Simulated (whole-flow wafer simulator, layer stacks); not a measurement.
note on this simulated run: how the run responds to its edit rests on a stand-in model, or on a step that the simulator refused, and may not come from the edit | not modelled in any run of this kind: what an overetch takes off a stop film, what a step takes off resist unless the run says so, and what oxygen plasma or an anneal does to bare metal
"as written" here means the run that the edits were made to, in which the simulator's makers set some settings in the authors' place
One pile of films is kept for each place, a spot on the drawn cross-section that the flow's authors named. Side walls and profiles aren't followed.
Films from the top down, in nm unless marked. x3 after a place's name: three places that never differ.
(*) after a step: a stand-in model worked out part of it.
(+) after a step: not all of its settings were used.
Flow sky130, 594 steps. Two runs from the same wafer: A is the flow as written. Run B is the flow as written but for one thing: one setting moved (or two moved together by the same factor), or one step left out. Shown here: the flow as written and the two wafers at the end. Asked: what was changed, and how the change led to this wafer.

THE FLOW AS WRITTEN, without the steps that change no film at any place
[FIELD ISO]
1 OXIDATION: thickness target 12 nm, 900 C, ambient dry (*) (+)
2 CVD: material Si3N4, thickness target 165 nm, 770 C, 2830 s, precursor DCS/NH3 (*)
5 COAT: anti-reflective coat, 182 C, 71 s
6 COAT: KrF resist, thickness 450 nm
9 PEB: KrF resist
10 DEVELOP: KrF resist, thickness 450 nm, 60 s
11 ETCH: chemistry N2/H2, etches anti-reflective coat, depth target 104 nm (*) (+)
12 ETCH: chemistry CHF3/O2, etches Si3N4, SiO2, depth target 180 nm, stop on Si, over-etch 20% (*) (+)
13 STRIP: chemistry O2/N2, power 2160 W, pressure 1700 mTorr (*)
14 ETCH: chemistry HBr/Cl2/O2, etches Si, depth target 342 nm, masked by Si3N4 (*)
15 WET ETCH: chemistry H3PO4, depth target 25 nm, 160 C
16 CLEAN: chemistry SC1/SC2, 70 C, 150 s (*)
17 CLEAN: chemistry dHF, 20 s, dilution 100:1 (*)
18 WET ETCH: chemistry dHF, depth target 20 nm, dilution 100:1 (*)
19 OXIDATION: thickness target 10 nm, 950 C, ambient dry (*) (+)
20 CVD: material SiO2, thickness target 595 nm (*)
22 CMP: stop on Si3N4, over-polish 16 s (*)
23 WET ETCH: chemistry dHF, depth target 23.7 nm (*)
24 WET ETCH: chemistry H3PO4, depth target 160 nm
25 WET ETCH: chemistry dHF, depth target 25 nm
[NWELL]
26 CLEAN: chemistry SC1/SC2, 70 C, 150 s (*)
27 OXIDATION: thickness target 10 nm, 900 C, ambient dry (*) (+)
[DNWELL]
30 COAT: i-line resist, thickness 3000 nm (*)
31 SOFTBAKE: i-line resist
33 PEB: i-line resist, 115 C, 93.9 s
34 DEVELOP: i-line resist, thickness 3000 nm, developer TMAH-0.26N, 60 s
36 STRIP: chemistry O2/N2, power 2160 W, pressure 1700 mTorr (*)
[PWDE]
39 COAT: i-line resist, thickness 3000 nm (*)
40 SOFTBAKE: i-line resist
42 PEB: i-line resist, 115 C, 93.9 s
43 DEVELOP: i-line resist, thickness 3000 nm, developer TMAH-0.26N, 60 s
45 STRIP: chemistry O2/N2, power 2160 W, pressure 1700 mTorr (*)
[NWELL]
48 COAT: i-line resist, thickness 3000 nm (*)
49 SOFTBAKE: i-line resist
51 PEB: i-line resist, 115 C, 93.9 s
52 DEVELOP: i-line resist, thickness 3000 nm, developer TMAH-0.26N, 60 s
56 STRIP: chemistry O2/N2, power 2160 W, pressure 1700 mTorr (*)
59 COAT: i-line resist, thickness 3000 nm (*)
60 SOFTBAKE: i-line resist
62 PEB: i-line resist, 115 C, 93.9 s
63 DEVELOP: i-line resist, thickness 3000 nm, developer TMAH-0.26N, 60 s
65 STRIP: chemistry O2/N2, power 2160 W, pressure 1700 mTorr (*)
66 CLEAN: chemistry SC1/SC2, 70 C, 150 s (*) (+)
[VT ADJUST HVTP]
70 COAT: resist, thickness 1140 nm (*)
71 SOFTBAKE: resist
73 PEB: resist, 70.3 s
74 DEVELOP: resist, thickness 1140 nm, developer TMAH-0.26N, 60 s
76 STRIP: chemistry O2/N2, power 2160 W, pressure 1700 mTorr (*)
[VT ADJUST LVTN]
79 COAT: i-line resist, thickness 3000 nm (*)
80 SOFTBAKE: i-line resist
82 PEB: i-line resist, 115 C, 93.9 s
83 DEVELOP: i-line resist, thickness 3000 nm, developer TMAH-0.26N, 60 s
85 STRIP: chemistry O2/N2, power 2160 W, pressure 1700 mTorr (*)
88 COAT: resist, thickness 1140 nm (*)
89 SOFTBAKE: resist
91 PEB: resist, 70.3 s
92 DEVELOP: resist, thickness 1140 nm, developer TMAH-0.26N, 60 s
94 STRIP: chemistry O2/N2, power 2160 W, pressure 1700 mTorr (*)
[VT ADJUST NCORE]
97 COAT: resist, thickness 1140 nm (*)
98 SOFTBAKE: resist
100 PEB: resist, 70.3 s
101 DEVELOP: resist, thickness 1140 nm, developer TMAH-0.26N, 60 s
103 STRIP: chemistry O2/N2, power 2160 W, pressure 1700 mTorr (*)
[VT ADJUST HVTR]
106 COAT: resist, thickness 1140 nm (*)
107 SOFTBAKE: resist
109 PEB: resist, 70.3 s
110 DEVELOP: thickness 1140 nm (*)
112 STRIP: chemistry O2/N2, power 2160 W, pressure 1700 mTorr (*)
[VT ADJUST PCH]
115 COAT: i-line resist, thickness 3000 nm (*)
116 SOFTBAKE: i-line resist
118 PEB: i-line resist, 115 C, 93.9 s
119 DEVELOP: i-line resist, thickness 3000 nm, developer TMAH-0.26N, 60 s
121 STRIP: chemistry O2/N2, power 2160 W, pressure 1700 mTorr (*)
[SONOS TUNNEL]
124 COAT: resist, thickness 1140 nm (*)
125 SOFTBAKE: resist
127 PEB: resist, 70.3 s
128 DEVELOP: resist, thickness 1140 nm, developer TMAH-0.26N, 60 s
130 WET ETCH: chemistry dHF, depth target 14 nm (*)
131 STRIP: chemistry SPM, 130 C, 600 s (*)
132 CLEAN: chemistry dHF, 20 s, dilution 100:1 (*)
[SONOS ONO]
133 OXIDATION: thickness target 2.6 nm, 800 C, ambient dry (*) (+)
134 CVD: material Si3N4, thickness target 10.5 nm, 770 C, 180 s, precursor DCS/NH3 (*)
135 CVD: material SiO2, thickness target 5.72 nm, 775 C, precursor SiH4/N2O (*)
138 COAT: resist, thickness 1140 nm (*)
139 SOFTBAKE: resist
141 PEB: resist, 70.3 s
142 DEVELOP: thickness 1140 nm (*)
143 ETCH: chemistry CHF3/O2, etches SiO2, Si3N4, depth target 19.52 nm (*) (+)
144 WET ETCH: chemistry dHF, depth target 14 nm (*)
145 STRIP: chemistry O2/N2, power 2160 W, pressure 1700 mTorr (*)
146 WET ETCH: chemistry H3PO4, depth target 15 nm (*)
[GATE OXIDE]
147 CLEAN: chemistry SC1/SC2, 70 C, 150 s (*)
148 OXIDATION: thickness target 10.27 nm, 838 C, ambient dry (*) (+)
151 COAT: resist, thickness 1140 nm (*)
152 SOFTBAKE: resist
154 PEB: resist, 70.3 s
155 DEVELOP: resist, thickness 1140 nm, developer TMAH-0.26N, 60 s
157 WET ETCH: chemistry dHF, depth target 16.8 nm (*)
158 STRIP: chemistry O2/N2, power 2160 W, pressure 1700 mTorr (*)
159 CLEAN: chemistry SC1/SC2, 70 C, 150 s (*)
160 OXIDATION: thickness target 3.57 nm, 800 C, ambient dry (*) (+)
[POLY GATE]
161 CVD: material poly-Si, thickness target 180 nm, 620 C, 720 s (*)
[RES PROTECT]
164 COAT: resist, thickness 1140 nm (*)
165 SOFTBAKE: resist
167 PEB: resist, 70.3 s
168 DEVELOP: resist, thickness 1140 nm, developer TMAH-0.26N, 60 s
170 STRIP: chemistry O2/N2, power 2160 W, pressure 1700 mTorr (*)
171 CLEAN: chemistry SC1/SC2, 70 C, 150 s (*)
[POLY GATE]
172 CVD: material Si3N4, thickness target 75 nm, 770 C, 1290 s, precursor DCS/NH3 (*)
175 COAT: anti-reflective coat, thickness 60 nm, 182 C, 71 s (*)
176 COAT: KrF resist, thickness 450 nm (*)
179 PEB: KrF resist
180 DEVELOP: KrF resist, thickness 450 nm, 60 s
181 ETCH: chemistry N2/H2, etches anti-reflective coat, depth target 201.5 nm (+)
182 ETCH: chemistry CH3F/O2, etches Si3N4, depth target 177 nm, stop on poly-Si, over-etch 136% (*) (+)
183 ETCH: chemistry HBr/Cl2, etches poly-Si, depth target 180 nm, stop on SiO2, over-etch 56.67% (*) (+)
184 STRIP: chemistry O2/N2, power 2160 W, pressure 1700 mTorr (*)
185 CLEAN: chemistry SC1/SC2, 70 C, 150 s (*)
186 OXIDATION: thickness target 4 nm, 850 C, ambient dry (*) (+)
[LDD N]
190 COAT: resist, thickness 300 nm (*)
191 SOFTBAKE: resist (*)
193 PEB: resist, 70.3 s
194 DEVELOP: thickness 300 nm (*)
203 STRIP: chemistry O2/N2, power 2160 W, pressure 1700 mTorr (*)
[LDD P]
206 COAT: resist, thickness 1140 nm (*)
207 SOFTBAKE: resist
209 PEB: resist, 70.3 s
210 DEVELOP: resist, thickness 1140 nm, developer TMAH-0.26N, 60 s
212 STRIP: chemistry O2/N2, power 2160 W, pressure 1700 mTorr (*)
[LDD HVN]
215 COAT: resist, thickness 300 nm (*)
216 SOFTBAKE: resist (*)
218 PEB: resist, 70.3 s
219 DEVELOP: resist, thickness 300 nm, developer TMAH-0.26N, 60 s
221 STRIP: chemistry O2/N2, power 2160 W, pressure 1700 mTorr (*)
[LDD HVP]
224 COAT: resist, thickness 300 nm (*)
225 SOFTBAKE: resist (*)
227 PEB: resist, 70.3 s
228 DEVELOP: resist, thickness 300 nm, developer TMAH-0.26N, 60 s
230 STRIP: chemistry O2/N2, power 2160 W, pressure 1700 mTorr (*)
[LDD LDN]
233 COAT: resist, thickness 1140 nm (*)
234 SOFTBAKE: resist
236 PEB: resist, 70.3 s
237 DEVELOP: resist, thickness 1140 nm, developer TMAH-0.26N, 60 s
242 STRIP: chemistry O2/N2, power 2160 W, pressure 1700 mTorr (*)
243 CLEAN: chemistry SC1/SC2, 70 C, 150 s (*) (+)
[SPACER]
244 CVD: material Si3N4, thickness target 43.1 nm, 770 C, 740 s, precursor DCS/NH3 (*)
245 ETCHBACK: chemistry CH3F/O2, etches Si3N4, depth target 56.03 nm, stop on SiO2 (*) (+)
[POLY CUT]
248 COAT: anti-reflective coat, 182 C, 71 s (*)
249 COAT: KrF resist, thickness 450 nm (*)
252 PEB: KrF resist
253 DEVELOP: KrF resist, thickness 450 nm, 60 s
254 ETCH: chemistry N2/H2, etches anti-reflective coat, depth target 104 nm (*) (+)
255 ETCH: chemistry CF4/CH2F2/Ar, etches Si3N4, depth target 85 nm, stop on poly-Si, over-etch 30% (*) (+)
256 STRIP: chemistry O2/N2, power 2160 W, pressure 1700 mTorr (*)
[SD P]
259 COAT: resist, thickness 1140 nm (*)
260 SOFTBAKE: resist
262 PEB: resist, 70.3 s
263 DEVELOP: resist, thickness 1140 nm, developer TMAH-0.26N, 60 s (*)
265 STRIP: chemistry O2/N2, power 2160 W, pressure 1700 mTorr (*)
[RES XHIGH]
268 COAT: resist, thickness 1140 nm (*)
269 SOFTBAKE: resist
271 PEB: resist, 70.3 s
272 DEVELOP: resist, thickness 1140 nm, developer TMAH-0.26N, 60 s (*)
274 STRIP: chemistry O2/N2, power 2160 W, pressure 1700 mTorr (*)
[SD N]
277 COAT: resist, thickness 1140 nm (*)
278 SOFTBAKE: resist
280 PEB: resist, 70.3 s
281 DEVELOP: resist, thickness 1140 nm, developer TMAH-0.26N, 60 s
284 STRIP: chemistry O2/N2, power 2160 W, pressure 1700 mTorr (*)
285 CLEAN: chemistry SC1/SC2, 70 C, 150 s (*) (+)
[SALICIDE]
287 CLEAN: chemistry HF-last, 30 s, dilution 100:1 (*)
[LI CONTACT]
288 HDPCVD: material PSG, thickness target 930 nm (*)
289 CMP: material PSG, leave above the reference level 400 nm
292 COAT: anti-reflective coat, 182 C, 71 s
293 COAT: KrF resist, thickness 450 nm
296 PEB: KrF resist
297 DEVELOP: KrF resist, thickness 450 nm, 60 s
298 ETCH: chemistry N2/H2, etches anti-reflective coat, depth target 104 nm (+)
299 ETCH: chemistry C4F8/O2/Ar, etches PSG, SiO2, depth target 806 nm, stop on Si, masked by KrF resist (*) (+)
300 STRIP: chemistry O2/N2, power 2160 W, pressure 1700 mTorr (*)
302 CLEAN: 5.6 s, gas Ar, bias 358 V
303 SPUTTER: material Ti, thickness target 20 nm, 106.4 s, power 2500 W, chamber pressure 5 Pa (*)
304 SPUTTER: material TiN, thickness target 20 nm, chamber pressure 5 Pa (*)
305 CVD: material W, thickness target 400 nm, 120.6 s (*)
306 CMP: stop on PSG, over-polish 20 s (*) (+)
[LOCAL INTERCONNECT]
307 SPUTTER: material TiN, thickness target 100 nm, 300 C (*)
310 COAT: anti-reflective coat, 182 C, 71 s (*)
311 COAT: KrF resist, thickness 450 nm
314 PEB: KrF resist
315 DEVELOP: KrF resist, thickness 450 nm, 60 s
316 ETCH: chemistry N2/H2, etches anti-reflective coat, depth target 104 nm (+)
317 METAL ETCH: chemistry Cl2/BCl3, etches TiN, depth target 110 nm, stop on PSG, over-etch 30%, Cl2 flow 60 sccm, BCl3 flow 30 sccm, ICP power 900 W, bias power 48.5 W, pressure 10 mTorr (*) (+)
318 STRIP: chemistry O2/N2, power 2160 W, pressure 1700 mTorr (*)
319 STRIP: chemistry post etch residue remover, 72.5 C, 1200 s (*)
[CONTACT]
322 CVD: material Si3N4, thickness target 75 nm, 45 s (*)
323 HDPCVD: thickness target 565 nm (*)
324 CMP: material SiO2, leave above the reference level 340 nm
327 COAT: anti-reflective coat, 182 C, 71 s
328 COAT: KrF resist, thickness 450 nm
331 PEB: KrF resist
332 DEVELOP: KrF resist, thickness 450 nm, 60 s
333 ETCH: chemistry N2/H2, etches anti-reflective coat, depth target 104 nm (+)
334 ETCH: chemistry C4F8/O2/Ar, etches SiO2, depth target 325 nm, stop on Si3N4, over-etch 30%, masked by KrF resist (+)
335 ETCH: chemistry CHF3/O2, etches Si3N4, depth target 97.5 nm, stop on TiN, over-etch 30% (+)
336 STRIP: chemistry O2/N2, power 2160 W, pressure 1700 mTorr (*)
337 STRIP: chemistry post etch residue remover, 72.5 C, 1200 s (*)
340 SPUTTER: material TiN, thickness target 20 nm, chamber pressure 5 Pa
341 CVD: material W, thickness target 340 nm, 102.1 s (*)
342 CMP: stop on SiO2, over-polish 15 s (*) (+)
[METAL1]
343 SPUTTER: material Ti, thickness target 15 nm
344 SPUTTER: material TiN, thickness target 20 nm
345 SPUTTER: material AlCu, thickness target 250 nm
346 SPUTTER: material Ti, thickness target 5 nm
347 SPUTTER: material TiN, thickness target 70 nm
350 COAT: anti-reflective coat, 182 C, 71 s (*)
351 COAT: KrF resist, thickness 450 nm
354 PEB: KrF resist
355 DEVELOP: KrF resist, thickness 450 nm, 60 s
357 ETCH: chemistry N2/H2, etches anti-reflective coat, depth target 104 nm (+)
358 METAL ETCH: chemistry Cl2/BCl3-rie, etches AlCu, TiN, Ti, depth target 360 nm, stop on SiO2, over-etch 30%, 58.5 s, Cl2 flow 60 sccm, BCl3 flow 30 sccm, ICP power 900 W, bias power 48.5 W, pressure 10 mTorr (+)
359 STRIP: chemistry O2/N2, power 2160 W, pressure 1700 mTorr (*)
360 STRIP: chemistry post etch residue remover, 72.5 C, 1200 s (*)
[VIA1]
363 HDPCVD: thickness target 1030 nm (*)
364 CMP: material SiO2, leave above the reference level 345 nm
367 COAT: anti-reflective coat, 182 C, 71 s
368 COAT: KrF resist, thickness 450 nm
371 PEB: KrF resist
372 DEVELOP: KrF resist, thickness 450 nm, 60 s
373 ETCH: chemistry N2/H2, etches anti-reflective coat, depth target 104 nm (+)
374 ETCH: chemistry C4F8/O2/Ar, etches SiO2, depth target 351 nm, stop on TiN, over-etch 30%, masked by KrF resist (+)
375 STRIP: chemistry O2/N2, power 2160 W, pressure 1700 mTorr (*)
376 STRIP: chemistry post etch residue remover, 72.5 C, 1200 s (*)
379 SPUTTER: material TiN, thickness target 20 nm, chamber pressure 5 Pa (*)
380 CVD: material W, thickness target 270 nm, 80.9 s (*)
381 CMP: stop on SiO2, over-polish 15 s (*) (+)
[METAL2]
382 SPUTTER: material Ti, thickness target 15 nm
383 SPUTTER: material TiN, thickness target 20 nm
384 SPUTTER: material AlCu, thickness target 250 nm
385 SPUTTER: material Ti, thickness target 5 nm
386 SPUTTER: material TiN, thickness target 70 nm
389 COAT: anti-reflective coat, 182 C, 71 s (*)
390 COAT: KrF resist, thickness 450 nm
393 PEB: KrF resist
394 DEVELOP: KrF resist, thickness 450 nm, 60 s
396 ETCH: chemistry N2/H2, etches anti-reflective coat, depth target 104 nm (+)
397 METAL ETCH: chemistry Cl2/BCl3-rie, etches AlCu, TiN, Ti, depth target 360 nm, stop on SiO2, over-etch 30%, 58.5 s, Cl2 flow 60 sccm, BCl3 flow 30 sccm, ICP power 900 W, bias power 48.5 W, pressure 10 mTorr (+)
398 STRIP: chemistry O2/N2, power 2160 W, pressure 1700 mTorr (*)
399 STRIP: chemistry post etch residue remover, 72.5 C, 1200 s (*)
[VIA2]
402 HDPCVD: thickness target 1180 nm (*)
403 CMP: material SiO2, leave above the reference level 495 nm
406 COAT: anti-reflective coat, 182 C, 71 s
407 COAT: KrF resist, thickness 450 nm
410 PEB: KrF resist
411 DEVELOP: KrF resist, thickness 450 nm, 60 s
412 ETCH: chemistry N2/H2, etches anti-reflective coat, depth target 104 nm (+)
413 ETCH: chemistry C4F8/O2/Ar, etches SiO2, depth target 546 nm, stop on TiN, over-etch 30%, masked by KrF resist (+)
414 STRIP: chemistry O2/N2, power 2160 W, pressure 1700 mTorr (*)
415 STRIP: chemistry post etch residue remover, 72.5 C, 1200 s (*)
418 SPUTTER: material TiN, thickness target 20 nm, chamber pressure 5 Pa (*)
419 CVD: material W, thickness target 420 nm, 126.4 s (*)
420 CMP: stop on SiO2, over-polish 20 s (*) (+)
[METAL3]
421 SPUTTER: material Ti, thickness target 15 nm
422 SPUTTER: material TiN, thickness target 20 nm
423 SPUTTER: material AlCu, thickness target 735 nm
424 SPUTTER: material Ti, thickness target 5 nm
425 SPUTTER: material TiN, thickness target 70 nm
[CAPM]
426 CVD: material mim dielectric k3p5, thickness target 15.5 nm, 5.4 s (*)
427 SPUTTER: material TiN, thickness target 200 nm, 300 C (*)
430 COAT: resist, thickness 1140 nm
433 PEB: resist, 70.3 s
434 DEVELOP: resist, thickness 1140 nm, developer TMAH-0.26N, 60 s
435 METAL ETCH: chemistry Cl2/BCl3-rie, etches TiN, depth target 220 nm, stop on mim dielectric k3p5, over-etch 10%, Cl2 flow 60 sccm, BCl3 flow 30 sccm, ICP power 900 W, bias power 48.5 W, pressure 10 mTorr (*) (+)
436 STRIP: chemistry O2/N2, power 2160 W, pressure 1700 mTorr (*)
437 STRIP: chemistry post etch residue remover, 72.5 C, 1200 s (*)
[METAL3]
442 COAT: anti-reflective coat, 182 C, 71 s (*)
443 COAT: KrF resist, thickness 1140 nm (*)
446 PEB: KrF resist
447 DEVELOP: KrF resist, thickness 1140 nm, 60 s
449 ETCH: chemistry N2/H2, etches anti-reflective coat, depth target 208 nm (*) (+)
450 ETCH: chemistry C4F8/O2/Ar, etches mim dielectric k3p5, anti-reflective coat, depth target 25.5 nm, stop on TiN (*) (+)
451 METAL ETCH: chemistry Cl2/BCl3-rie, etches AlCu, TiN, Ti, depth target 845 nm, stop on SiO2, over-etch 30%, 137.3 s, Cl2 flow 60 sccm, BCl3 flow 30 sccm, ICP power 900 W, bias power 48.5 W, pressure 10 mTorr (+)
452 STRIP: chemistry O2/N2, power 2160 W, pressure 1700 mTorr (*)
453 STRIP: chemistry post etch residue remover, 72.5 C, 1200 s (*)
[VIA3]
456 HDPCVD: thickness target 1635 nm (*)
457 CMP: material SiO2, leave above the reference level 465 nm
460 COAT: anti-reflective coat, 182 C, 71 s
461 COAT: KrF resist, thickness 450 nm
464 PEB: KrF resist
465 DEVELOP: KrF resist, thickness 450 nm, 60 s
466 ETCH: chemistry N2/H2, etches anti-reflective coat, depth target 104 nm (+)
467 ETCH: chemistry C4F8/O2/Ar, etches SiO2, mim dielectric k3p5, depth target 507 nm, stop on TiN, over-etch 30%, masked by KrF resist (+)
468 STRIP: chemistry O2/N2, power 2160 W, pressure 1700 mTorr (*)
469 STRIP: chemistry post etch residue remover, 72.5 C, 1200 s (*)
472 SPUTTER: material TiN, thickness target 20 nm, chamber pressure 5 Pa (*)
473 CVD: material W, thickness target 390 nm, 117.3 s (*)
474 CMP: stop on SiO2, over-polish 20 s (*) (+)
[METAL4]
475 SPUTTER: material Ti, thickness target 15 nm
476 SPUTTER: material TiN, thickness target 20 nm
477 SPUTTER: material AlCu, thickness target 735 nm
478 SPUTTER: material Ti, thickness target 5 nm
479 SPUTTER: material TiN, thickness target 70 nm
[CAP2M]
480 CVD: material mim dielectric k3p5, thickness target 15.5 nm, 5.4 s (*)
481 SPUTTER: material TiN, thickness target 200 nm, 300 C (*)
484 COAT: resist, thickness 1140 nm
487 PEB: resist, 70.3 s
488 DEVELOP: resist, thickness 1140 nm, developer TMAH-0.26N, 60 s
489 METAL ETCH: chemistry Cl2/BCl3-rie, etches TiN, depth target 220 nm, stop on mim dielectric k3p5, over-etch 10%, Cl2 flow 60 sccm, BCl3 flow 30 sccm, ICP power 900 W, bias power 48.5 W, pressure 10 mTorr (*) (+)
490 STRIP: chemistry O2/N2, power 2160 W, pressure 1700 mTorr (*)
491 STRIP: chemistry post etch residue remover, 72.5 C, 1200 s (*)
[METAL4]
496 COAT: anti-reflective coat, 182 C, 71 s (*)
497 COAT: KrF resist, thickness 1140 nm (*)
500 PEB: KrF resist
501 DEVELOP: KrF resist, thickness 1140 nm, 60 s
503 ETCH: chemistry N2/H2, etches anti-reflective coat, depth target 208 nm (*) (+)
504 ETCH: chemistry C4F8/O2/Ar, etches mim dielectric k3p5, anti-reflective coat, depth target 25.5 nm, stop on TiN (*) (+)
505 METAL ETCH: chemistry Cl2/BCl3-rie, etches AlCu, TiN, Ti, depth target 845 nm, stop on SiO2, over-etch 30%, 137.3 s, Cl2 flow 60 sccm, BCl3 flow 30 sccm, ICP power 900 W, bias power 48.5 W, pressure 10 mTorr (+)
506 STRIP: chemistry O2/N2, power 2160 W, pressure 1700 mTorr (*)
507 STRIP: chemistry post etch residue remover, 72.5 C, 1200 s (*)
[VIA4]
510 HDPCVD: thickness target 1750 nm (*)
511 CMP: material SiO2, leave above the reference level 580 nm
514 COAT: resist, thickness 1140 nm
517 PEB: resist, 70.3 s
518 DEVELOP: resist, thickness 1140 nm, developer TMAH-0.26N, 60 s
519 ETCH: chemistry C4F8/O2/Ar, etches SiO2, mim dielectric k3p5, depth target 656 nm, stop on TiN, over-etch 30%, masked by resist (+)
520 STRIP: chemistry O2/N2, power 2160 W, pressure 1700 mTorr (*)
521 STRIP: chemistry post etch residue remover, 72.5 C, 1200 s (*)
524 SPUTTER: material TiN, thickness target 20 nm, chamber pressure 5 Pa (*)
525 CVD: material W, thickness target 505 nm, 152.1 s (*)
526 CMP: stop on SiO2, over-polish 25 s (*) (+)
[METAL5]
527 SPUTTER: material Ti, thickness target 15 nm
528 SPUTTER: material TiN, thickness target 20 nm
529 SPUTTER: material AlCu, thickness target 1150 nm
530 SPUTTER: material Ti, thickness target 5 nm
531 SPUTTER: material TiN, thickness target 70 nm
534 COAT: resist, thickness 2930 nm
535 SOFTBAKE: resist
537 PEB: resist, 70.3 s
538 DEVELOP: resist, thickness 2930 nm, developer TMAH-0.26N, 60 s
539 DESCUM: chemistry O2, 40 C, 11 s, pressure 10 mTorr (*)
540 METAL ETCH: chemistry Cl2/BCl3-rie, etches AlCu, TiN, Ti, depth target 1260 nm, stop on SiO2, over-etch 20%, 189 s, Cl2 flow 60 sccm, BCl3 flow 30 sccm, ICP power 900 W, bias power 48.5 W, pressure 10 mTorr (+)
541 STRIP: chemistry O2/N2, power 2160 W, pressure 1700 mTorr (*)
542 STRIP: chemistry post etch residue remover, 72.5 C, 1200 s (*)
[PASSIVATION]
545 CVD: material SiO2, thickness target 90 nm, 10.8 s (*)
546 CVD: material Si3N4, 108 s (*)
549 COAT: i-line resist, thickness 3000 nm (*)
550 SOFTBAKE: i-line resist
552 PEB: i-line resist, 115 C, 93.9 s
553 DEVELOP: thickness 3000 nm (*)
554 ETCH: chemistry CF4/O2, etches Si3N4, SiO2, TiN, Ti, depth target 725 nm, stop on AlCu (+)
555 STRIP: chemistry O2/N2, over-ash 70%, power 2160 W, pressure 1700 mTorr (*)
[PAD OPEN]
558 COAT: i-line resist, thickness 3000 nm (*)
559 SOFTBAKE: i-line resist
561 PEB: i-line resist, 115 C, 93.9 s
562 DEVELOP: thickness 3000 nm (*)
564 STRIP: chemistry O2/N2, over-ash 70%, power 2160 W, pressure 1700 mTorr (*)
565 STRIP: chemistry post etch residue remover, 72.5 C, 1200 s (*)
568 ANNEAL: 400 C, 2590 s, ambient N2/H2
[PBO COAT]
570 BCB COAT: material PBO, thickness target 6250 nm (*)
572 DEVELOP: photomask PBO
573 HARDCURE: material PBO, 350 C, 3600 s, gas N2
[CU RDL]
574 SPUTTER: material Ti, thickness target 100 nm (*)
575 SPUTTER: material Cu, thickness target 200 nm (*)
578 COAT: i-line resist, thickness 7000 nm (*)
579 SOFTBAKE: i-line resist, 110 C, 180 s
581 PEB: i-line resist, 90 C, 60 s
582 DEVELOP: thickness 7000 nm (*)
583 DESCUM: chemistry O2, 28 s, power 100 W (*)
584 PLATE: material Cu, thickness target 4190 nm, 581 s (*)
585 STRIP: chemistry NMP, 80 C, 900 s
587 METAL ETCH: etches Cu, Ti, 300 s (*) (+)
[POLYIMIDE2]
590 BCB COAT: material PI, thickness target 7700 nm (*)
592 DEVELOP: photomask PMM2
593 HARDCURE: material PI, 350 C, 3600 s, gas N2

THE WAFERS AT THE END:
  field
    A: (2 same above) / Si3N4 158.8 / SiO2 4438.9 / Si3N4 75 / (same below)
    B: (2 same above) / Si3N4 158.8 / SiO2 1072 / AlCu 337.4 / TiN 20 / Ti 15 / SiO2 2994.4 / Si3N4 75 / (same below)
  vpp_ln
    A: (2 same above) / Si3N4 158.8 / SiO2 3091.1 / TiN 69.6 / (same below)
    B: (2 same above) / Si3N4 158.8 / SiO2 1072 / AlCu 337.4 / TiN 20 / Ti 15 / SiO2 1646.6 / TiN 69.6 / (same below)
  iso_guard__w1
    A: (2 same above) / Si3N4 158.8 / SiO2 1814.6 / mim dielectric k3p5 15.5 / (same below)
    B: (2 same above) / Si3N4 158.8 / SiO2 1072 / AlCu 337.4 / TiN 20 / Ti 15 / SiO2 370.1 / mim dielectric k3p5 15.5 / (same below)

The cause: step 505, METAL ETCH: depth target 359.1 nm was run, where the flow has depth target 845 nm; step 505, METAL ETCH: 58.4 s was run, where the flow has 137.3 s.

How the change led to this, step by step:
  505 METAL ETCH: chemistry Cl2/BCl3-rie, etches AlCu, TiN, Ti, depth target 845 nm, stop on SiO2, over-etch 30%, 137.3 s, Cl2 flow 60 sccm, BCl3 flow 30 sccm, ICP power 900 W, bias power 48.5 W, pressure 10 mTorr (+)
      field, gate, spacer and 68 more: A TiN -70 (all of it), Ti -5 (all of it), AlCu -735 (all of it), TiN -20 (all of it), Ti -15 (all of it), SiO2 -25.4 | B TiN -70 (all of it), Ti -5 (all of it), AlCu -391.8
      active, vpp_iso1, mim_edge_plate and 14 more: A TiN -70 (all of it), Ti -5 (all of it), AlCu -735 (all of it), TiN -20 (all of it), Ti -15 (all of it), SiO2 -25.3 | B TiN -70 (all of it), Ti -5 (all of it), AlCu -391.8
      (and at 105 more places)
  506 STRIP: chemistry O2/N2, power 2160 W, pressure 1700 mTorr (*)
      mim, dice_street, pplus_nw and 60 more: A KrF resist -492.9 (all of it), anti-reflective coat -80 (all of it) | B KrF resist -808.8 (all of it), anti-reflective coat -80 (all of it)
      n_well, p_well, gate_hv and 20 more: A KrF resist -492.9 (all of it), anti-reflective coat -80 (all of it) | B KrF resist -808.7 (all of it), anti-reflective coat -80 (all of it)
      (and at 19 more places)
  507 STRIP: chemistry post etch residue remover, 72.5 C, 1200 s (*)
      field, active, gate and 85 more: A nothing | B AlCu -5.72
  510 HDPCVD: thickness target 1750 nm (*)
      field, active, gate and 85 more: A SiO2 +1750 | B SiO2 +1750 (new film)
  511 CMP: material SiO2, leave above the reference level 580 nm
      field, active, gate and 77 more: A SiO2 -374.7 | B SiO2 -772.5
      iso_guard__w1, mim_edge_gap, vpp_l1ln, vpp_m3ln, rpm_encl, via2_enc, rpm_encl_psd, iso_guard_nsd_tip: A SiO2 -374.6 | B SiO2 -772.5
Counting metal films that touch as one body, field has 1 body; the flow as written gives 0 bodies.
Counting metal films that touch as one body, vpp_ln has 3 bodies (between them, from the top down: SiO2 1646.6; SiO2 267.2); the flow as written gives 2 bodies (between them, from the top down: SiO2 267.2).
Counting metal films that touch as one body, iso_guard__w1 has 2 bodies (between them, from the top down: SiO2 370.1 / mim dielectric k3p5 15.5); the flow as written gives 1 body.
